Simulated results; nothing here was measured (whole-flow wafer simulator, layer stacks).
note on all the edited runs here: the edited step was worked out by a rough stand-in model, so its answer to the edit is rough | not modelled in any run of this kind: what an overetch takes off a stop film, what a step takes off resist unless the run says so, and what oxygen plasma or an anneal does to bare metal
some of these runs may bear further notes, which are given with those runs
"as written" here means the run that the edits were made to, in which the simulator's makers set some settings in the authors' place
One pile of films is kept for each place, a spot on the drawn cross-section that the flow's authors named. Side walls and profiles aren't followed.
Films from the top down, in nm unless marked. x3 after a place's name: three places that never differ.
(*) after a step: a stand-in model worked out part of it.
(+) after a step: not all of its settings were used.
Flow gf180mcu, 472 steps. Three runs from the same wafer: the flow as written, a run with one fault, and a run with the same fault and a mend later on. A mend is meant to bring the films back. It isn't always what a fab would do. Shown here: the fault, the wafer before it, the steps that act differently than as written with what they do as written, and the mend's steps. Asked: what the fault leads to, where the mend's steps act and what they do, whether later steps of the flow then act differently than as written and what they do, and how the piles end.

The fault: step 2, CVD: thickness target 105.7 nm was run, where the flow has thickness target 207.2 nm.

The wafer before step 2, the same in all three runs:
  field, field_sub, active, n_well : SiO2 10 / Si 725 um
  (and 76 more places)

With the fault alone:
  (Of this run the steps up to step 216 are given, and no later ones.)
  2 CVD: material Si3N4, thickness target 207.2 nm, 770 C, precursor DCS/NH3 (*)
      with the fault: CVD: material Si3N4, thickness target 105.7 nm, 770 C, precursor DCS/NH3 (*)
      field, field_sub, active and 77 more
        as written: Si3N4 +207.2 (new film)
        with the fault: Si3N4 +105.7 (new film)
  Later steps of the flow that act differently than as written (8 more steps differ only slightly, by at most 2% or 0.5 nm, whichever is larger, and aren't shown):
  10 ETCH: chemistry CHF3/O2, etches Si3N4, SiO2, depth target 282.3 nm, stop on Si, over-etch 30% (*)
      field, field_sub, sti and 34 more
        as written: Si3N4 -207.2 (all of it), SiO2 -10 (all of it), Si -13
        with the fault: Si3N4 -105.7 (all of it), SiO2 -10 (all of it), Si -33.3
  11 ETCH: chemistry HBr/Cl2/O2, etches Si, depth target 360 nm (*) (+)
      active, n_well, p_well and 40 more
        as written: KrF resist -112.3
        with the fault: KrF resist -105.6
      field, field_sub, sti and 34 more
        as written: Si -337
        with the fault: Si -316.7
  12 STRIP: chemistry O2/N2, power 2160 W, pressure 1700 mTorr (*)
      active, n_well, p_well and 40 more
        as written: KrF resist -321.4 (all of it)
        with the fault: KrF resist -328.2 (all of it)
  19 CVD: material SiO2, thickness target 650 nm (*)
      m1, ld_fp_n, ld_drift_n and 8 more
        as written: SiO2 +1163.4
        with the fault: SiO2 +1061.9
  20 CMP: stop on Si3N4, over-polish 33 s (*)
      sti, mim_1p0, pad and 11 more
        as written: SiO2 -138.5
        with the fault: SiO2 -240
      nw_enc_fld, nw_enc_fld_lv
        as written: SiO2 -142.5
        with the fault: SiO2 -244
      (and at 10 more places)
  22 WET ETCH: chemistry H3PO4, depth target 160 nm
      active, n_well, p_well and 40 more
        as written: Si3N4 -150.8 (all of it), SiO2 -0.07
        with the fault: Si3N4 -49.2 (all of it), SiO2 -0.87
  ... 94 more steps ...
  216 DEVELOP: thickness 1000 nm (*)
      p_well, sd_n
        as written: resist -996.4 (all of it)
        with the fault: resist -898.1 (all of it)
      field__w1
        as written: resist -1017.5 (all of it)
        with the fault: resist -1066.5 (all of it)
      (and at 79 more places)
  After step 216 the piles differ from the flow's by more than 2% or 0.5 nm, whichever is larger, at field, field__w1, field__w2 and 68 more.
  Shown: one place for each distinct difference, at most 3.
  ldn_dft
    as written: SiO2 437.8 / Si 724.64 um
    with the fault: SiO2 50 / Si3N4 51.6 / SiO2 290.3 / Si 724.63 um
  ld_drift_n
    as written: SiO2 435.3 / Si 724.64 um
    with the fault: SiO2 30.2 / Si3N4 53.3 / SiO2 288.6 / Si 724.63 um
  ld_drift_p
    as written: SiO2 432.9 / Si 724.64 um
    with the fault: SiO2 30.2 / Si3N4 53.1 / SiO2 288.8 / Si 724.63 um

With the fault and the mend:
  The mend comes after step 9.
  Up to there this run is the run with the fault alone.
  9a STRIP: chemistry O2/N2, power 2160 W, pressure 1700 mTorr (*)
      active, n_well, p_well and 40 more
        KrF resist -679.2 (all of it)
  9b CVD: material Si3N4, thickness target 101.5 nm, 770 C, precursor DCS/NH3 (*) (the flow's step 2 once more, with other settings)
      field, field_sub, active and 77 more
        Si3N4 +101.5
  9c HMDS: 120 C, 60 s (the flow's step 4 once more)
      changes no film at any place that is followed
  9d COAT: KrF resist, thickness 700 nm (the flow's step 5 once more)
      field, field_sub, active and 77 more
        KrF resist +700 (new film)
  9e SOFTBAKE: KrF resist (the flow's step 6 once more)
      changes no film at any place that is followed
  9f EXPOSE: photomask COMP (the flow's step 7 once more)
      changes no film at any place that is followed
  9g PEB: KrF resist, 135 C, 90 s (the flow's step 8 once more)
      field, field_sub, active and 77 more
        KrF resist -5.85
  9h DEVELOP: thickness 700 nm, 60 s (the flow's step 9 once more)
      active, n_well, p_well and 40 more
        KrF resist -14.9
      field, field_sub, sti and 34 more
        KrF resist -694.2 (all of it)
  No later step of the flow acts differently than as written, at any place that is followed, by more than 2% or 0.5 nm, whichever is larger.
  At the end the piles are the same as the flow's at every place that both follow.
